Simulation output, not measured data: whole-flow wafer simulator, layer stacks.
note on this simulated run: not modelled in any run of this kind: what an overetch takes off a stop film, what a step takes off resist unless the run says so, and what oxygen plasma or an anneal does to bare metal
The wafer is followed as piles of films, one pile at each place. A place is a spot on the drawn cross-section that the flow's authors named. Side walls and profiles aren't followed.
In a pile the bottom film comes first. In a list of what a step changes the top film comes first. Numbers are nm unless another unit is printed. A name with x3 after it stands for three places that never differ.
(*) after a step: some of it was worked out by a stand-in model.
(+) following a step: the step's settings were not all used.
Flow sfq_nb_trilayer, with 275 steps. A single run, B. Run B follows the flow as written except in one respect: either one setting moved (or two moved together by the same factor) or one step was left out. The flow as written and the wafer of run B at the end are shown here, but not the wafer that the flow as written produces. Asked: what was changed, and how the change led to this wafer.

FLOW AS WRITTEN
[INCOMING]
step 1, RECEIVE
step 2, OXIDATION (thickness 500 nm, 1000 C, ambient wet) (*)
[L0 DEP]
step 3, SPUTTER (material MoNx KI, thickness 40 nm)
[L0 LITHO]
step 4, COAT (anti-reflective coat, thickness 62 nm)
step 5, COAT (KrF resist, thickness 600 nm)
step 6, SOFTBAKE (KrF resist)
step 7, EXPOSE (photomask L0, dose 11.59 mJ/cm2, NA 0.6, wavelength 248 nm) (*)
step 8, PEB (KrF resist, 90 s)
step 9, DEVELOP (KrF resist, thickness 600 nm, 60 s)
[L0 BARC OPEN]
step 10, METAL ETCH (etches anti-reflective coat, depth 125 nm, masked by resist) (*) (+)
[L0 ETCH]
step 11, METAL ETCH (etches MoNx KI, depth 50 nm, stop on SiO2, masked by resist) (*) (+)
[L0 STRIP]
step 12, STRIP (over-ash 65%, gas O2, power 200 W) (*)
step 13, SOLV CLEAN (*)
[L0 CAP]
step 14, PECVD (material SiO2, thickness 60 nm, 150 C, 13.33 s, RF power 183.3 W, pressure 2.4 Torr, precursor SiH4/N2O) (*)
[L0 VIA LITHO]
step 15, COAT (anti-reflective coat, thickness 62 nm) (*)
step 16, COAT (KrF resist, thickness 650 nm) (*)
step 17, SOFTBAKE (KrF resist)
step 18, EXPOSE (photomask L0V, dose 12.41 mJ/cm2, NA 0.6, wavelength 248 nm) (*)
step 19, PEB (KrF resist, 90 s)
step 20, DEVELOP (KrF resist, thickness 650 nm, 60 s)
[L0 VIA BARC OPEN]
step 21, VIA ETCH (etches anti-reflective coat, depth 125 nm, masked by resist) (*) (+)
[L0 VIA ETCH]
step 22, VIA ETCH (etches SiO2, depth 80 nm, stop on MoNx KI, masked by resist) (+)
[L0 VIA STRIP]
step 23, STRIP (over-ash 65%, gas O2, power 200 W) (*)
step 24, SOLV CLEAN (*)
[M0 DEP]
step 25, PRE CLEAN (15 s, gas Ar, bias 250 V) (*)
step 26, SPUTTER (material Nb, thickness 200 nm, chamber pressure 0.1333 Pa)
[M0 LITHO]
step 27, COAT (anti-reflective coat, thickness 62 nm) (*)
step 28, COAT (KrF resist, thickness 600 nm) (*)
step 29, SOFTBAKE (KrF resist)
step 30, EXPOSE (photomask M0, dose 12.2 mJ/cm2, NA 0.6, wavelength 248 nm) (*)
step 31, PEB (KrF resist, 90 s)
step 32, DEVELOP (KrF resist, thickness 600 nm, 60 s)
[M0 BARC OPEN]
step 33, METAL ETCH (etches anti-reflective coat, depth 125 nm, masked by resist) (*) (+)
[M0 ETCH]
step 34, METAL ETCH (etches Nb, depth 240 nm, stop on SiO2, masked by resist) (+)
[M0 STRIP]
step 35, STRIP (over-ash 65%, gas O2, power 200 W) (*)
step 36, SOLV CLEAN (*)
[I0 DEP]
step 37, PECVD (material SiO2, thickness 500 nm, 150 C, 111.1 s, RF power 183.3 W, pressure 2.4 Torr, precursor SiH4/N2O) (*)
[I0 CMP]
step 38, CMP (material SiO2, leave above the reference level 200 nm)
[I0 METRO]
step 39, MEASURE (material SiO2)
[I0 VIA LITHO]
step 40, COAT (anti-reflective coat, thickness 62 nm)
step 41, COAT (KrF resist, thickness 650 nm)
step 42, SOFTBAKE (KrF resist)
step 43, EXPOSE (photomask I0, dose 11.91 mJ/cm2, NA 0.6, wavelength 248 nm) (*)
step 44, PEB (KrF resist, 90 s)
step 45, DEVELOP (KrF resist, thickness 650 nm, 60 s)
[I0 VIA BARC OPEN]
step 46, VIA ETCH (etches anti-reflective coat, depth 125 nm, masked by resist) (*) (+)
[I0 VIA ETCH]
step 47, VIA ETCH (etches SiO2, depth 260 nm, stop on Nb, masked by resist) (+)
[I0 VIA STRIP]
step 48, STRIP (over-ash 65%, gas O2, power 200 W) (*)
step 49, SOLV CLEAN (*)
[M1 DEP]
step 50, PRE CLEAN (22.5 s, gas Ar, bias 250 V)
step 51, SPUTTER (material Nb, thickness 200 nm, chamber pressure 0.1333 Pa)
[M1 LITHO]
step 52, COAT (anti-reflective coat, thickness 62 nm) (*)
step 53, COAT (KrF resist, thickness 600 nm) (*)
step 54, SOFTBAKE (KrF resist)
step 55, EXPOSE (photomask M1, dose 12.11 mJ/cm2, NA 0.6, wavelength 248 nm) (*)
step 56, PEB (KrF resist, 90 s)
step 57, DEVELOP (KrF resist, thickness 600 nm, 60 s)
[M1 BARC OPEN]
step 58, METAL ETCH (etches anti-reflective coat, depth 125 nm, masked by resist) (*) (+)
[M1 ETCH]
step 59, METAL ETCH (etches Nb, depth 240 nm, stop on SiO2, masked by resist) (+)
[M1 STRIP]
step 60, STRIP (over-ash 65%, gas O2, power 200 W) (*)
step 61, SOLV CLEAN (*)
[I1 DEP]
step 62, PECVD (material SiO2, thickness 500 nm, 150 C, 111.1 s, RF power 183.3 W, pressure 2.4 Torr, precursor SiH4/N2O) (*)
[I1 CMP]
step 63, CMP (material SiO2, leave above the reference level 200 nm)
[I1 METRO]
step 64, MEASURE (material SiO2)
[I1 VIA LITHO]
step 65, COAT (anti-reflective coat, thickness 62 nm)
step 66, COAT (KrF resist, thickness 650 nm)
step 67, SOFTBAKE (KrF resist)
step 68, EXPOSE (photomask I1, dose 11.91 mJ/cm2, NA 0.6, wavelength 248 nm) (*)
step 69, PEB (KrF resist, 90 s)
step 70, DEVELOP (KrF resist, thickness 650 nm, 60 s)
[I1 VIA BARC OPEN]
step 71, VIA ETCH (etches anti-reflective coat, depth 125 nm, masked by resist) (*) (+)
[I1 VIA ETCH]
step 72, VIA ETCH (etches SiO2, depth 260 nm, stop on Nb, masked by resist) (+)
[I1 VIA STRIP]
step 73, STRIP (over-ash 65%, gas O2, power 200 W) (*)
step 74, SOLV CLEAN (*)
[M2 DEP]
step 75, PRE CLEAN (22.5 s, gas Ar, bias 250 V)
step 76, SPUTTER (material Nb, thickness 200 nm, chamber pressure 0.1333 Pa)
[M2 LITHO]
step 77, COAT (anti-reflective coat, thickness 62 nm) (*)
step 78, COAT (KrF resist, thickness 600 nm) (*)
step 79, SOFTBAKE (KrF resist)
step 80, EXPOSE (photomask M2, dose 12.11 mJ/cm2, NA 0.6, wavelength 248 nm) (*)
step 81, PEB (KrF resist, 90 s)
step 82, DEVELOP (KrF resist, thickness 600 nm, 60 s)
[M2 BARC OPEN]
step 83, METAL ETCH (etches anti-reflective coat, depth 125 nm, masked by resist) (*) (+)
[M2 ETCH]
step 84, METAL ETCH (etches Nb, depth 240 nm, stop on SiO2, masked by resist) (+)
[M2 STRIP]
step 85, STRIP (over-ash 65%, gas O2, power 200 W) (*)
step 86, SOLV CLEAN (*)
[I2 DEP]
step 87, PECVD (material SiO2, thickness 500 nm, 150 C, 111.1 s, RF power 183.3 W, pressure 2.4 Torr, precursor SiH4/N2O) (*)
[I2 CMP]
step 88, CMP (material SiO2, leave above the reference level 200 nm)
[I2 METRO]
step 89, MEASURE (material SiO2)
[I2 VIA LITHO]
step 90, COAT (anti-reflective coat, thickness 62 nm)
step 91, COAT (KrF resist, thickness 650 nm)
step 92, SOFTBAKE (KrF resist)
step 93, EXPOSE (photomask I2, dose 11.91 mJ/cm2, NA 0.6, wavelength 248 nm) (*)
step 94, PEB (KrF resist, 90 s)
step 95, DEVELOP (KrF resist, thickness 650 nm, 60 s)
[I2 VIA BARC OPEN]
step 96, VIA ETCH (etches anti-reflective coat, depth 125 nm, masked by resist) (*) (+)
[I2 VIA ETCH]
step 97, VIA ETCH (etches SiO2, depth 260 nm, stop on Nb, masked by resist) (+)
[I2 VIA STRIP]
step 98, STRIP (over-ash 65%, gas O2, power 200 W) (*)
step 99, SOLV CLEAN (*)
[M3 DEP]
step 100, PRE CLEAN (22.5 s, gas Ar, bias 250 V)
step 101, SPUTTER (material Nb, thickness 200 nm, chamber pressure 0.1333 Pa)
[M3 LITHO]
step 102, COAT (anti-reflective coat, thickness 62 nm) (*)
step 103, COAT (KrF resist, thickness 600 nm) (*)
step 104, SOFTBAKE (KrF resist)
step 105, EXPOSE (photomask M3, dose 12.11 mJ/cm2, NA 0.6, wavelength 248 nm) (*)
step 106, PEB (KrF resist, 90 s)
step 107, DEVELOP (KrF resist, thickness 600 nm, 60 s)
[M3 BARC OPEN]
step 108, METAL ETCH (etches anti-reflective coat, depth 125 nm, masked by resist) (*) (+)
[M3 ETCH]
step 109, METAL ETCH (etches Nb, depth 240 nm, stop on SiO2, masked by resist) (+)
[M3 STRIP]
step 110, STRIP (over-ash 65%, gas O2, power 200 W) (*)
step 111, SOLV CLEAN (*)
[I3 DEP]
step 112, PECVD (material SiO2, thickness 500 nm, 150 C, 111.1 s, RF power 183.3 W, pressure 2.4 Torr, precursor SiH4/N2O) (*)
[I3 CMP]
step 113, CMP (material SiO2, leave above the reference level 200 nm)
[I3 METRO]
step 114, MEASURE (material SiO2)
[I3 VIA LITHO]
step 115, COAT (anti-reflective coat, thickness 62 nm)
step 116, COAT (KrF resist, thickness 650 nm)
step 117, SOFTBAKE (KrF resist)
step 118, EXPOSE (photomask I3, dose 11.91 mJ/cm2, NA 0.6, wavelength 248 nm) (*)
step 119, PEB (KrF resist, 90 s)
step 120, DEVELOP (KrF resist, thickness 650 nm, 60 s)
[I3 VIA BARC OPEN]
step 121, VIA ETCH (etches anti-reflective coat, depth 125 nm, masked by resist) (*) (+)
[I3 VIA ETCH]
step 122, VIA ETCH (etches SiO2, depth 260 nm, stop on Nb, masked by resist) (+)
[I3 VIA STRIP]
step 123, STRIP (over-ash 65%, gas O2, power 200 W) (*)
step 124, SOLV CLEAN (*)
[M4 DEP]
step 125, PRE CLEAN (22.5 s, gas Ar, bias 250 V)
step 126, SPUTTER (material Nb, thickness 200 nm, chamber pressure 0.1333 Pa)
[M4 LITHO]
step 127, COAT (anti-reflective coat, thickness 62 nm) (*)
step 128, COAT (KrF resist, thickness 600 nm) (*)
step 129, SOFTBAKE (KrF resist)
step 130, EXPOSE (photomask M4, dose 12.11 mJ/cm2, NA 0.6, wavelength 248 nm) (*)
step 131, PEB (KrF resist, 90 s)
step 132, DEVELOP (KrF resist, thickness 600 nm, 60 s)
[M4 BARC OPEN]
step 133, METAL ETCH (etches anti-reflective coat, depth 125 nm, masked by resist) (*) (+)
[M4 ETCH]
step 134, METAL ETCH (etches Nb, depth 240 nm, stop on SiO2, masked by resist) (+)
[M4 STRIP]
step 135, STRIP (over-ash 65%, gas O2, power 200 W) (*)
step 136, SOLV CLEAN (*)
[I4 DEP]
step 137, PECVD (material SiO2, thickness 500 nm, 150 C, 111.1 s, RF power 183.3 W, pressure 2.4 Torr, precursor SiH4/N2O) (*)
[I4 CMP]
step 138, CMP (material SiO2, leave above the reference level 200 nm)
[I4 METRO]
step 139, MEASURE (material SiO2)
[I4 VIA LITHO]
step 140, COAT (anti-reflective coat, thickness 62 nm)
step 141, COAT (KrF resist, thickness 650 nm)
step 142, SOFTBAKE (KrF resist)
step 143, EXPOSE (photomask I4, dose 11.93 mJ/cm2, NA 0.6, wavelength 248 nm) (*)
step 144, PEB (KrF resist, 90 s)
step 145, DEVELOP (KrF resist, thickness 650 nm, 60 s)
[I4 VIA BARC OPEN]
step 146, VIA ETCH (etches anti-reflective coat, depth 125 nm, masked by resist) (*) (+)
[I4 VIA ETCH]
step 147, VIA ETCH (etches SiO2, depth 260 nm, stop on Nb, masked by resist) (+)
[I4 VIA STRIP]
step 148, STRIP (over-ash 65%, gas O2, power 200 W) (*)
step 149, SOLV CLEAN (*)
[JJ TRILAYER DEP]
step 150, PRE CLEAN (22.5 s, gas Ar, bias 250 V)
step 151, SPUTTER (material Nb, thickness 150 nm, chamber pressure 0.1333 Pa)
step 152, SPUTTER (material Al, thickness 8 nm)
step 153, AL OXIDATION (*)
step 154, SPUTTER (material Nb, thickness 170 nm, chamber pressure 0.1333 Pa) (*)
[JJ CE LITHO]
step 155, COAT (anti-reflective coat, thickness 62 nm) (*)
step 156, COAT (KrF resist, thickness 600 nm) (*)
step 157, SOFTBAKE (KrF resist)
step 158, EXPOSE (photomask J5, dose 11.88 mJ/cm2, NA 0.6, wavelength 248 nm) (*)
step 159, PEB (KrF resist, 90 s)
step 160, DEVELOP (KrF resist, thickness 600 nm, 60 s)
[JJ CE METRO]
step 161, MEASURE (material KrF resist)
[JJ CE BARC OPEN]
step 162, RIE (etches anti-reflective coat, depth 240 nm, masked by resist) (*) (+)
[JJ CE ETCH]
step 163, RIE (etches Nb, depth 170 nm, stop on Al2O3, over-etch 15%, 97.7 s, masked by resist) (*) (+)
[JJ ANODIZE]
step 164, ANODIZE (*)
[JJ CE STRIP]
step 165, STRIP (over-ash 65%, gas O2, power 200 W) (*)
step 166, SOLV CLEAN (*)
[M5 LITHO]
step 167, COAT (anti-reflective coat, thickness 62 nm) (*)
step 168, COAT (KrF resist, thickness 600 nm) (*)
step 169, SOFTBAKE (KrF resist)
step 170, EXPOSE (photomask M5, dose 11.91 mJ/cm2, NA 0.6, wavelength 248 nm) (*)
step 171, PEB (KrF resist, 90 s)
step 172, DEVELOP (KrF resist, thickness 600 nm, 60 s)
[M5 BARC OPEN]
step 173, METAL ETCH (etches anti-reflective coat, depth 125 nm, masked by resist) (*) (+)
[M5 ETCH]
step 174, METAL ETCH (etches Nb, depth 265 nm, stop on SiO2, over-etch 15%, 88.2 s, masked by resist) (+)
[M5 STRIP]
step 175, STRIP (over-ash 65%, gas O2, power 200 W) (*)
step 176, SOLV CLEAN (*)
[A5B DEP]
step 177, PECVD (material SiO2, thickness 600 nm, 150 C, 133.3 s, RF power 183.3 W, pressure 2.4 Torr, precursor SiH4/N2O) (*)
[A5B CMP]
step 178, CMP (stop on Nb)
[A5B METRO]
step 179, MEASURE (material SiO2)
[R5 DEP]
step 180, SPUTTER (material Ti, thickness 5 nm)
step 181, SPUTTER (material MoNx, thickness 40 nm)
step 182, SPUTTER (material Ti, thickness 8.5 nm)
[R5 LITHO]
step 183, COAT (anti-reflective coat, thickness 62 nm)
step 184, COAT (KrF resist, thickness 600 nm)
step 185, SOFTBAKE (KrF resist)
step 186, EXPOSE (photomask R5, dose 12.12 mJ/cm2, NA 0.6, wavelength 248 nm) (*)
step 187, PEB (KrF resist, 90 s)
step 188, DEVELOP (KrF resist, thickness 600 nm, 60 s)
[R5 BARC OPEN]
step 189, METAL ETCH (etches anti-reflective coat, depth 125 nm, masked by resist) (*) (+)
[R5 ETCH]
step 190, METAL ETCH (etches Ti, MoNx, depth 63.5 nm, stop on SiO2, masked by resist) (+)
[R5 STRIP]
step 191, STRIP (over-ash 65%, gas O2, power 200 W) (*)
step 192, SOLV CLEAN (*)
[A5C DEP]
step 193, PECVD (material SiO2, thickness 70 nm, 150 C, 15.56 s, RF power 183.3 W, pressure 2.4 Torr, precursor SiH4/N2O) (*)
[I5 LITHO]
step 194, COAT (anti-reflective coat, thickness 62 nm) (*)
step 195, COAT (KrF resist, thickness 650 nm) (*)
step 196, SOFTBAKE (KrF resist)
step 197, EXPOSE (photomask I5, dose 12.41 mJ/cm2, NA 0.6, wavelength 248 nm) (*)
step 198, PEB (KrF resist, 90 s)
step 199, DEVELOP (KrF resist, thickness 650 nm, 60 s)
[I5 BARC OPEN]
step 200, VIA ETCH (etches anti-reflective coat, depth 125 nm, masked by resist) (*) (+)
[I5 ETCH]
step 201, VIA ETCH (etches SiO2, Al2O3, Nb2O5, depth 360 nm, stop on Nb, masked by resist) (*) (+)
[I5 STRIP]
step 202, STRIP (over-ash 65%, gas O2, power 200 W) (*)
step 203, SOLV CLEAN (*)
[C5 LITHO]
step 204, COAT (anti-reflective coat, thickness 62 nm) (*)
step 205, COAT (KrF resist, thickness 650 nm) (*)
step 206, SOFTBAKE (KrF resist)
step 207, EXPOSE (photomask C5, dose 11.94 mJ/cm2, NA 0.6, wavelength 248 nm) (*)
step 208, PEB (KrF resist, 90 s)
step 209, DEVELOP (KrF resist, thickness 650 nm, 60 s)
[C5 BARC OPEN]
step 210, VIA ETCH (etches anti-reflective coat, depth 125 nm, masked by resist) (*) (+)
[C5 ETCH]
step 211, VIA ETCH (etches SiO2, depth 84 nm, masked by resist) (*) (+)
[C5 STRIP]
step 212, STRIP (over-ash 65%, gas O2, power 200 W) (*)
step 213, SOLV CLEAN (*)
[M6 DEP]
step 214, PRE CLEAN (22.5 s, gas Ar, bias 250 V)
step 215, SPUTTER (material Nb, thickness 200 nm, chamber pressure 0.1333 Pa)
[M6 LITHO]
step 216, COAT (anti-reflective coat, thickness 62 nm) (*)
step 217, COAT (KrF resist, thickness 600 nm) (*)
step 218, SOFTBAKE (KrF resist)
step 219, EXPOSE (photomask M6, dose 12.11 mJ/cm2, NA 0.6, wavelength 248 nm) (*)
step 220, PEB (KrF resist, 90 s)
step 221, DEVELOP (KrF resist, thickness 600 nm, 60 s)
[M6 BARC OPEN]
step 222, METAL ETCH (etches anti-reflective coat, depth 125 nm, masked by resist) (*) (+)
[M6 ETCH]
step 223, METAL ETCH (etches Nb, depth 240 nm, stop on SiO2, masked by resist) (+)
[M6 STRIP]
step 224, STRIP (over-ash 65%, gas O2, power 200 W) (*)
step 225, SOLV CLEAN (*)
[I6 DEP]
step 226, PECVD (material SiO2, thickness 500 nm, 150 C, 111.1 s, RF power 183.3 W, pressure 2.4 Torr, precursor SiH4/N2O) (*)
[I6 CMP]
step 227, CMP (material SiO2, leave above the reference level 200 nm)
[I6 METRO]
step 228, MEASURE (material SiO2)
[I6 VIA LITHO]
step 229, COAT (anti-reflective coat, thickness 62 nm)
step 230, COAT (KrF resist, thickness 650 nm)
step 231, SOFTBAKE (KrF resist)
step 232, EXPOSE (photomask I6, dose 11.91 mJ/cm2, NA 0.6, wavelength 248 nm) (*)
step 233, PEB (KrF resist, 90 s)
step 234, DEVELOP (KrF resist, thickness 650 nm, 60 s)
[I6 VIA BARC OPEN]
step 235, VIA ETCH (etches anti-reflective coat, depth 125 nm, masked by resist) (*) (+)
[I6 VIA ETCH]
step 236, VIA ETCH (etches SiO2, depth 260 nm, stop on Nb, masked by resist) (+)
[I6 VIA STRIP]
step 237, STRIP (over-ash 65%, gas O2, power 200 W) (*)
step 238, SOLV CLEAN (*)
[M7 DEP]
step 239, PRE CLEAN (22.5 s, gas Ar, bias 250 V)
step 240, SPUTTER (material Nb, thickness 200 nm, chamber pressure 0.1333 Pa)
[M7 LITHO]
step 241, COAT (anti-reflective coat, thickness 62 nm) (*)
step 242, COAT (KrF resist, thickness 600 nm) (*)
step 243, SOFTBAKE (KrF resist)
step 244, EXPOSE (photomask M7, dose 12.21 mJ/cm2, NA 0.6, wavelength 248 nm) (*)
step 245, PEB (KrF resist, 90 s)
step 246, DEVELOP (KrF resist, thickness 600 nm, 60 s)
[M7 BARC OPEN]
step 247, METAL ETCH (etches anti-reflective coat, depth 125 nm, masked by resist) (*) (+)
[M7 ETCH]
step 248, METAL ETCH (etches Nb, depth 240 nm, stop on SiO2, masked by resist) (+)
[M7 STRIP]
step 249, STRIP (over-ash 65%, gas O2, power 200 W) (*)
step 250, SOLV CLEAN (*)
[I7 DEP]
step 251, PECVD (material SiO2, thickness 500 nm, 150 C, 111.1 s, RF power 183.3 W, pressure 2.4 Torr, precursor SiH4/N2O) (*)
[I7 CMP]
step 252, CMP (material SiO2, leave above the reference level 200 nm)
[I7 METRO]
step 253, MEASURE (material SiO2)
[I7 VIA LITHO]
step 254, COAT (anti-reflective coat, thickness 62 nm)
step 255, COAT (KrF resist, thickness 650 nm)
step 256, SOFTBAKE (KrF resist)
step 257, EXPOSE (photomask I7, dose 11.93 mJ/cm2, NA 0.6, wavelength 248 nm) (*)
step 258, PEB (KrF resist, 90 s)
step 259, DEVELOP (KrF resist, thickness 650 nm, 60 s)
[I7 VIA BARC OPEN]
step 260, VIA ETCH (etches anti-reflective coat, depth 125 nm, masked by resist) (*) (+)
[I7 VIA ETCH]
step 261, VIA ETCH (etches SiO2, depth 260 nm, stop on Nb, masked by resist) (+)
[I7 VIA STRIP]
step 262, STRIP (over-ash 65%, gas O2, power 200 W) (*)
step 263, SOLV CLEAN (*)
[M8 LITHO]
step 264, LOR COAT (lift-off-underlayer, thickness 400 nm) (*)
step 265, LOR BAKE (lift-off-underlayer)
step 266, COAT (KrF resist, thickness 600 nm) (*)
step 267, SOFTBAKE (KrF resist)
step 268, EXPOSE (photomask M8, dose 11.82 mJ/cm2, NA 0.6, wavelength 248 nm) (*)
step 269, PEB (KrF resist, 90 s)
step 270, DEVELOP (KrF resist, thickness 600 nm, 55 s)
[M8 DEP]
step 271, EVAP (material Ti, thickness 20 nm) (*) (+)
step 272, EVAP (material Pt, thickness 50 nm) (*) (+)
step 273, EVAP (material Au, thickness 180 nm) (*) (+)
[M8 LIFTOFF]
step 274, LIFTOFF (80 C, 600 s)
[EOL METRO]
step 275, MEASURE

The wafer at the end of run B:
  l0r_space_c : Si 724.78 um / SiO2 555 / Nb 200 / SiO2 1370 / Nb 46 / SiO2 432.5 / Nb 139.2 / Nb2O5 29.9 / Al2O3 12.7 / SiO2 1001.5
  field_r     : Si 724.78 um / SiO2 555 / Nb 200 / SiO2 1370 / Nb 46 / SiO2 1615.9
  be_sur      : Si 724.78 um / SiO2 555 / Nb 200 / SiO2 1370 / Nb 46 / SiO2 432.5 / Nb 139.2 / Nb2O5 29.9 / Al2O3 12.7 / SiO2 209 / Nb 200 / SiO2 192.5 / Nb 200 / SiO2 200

What caused this: step 126, SPUTTER: thickness 286 nm was run, whereas the flow has thickness 200 nm.

Step by step, how the change led to this:
  step 126, SPUTTER (material Nb, thickness 200 nm, chamber pressure 0.1333 Pa)
      field_l, v_sur, via_wl and 102 more: +286 Nb (new film) (it would be, as written: +200 Nb (new film))
      via_v: +237.9 Nb (it would be, as written: +165.5 Nb)
  step 134, METAL ETCH (etches Nb, depth 240 nm, stop on SiO2, masked by resist) (+)
      field_l, be, be_sur and 64 more: -240 Nb (it would be, as written: -200 Nb (all of it))
  step 137, PECVD (material SiO2, thickness 500 nm, 150 C, 111.1 s, RF power 183.3 W, pressure 2.4 Torr, precursor SiH4/N2O) (*)
      field_l, be, be_sur and 55 more: +500 SiO2 (new film) (it would be, as written: +500 SiO2)
      p3_s0, p3_s1, p3_s2, p3_s3, p3_s4, p3_s5: +597.1 SiO2 (new film) (it would be, as written: +557.1 SiO2)
      (also at 3 further places)
  step 138, CMP (material SiO2, leave above the reference level 200 nm)
      field_l, be, be_sur and 55 more: -60 SiO2 (it would be, as written: -100 SiO2)
      lsp_r, l0_sur, l0v: -50.3 SiO2 (it would be, as written: -91.9 SiO2)
      (also at 1 further place)
If metal films that touch count as one body, l0r_space_c has 3 bodies (between them, from the top down: SiO2 432.5; SiO2 1370); the flow as written gives 2 bodies (between them, from the top down: SiO2 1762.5).
If metal films that touch count as one body, field_r has 2 bodies (between them, from the top down: SiO2 1370); the flow as written gives 1 body.
If metal films that touch count as one body, be_sur has 5 bodies (between them, from the top down: SiO2 192.5; SiO2 209 / Al2O3 12.7 / Nb2O5 29.9; SiO2 432.5; SiO2 1370); the flow as written gives 4 bodies (between them, from the top down: SiO2 192.5; SiO2 209 / Al2O3 12.7 / Nb2O5 29.9; SiO2 1762.5).
